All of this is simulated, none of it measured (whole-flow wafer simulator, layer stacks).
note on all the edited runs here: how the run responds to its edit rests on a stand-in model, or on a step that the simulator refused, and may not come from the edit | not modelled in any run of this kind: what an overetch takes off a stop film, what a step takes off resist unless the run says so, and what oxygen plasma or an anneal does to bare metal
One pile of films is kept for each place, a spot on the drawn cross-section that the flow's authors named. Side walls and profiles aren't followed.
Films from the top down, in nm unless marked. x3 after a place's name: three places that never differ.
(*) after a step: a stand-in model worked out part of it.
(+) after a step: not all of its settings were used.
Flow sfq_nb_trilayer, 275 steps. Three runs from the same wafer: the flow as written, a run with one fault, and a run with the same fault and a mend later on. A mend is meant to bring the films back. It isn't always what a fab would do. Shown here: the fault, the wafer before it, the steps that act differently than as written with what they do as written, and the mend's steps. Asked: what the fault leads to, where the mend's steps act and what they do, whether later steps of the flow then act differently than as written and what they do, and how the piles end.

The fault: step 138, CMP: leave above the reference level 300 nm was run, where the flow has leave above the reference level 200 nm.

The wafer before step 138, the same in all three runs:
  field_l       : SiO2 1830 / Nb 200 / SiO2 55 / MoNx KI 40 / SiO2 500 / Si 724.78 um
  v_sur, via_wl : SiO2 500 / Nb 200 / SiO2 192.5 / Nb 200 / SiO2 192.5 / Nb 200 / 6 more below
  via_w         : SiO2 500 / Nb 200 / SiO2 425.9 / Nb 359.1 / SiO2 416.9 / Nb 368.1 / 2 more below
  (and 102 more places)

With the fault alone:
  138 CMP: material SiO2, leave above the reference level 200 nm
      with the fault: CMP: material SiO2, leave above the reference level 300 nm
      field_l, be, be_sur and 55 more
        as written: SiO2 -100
        with the fault: nothing
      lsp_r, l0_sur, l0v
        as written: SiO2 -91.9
        with the fault: nothing
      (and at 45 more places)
  Later steps of the flow that act differently than as written (7 more steps differ only slightly, by at most 2% or 0.5 nm, whichever is larger, and aren't shown):
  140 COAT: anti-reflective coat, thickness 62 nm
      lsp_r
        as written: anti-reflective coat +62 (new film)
        with the fault: anti-reflective coat +63.6 (new film)
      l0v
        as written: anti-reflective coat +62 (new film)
        with the fault: anti-reflective coat +63.5 (new film)
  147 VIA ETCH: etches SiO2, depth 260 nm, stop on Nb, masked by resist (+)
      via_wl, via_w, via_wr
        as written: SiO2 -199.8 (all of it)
        with the fault: SiO2 -260
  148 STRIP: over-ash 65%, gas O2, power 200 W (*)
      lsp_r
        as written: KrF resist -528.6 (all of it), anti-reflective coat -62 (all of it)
        with the fault: KrF resist -532.1 (all of it), anti-reflective coat -63.6 (all of it)
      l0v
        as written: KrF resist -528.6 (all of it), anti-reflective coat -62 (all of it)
        with the fault: KrF resist -532.3 (all of it), anti-reflective coat -63.5 (all of it)
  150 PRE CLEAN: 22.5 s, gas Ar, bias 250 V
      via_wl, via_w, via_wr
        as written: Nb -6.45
        with the fault: SiO2 -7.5
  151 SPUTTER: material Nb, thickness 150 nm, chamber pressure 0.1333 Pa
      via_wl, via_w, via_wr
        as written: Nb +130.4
        with the fault: Nb +123.3 (new film)
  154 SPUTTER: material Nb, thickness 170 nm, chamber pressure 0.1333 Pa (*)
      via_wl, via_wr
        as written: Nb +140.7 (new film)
        with the fault: Nb +103.1 (new film)
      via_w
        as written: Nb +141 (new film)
        with the fault: Nb +136 (new film)
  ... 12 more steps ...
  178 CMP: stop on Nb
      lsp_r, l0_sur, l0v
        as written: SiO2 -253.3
        with the fault: SiO2 -244.9
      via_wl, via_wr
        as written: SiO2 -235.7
        with the fault: SiO2 -227.2
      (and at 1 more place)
  At the end the piles differ from the flow's by more than 2% or 0.5 nm, whichever is larger, at field_l, v_sur, via_wl and 103 more.
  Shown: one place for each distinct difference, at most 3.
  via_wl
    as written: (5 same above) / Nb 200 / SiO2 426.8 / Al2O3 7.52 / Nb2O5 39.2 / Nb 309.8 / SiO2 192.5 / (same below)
    with the fault: (5 same above) / Nb 200 / SiO2 469.8 / Nb2O5 52.6 / Al2O3 0.96 / Al 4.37 / Nb 123.3 / SiO2 32.3 / Nb 200 / SiO2 192.5 / (same below)
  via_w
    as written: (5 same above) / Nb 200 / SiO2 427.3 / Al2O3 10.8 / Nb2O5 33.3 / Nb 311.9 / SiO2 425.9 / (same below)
    with the fault: (5 same above) / Nb 200 / SiO2 495.5 / Al2O3 10.1 / Nb2O5 34.7 / Nb 110.8 / SiO2 32.3 / Nb 200 / SiO2 425.9 / (same below)
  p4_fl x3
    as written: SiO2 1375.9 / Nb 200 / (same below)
    with the fault: SiO2 1475.9 / Nb 200 / (same below)

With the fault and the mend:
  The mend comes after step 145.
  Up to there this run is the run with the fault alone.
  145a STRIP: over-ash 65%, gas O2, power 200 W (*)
      field_l, v_sur, via_sp and 78 more
        KrF resist -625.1 (all of it), anti-reflective coat -62 (all of it)
      wire, be, be_sur and 10 more
        KrF resist -625 (all of it), anti-reflective coat -62 (all of it)
      via_wl, via_w, via_wr
        anti-reflective coat -62 (all of it)
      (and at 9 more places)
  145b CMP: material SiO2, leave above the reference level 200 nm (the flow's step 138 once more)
      field_l, v_sur, via_wl and 100 more
        SiO2 -100
      lsp_r, l0_sur, l0v
        SiO2 -91.9
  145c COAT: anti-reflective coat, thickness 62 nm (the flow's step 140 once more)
      field_l, v_sur, via_wl and 103 more
        anti-reflective coat +62 (new film)
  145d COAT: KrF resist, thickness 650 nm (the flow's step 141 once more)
      field_l, v_sur, via_wl and 103 more
        KrF resist +650 (new film)
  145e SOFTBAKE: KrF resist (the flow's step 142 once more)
      changes no film at any place that is followed
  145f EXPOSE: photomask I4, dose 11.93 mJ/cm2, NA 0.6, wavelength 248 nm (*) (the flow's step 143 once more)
      changes no film at any place that is followed
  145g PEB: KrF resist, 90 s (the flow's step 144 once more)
      field_l, v_sur, via_wl and 103 more
        KrF resist -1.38
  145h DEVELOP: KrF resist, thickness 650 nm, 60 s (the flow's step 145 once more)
      field_l, v_sur, via_sp and 100 more
        KrF resist -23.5
      via_wl, via_w, via_wr
        KrF resist -648.6 (all of it)
  No later step of the flow acts differently than as written at any place that is followed.
  At the end the piles are the same as the flow's at every place that both follow.
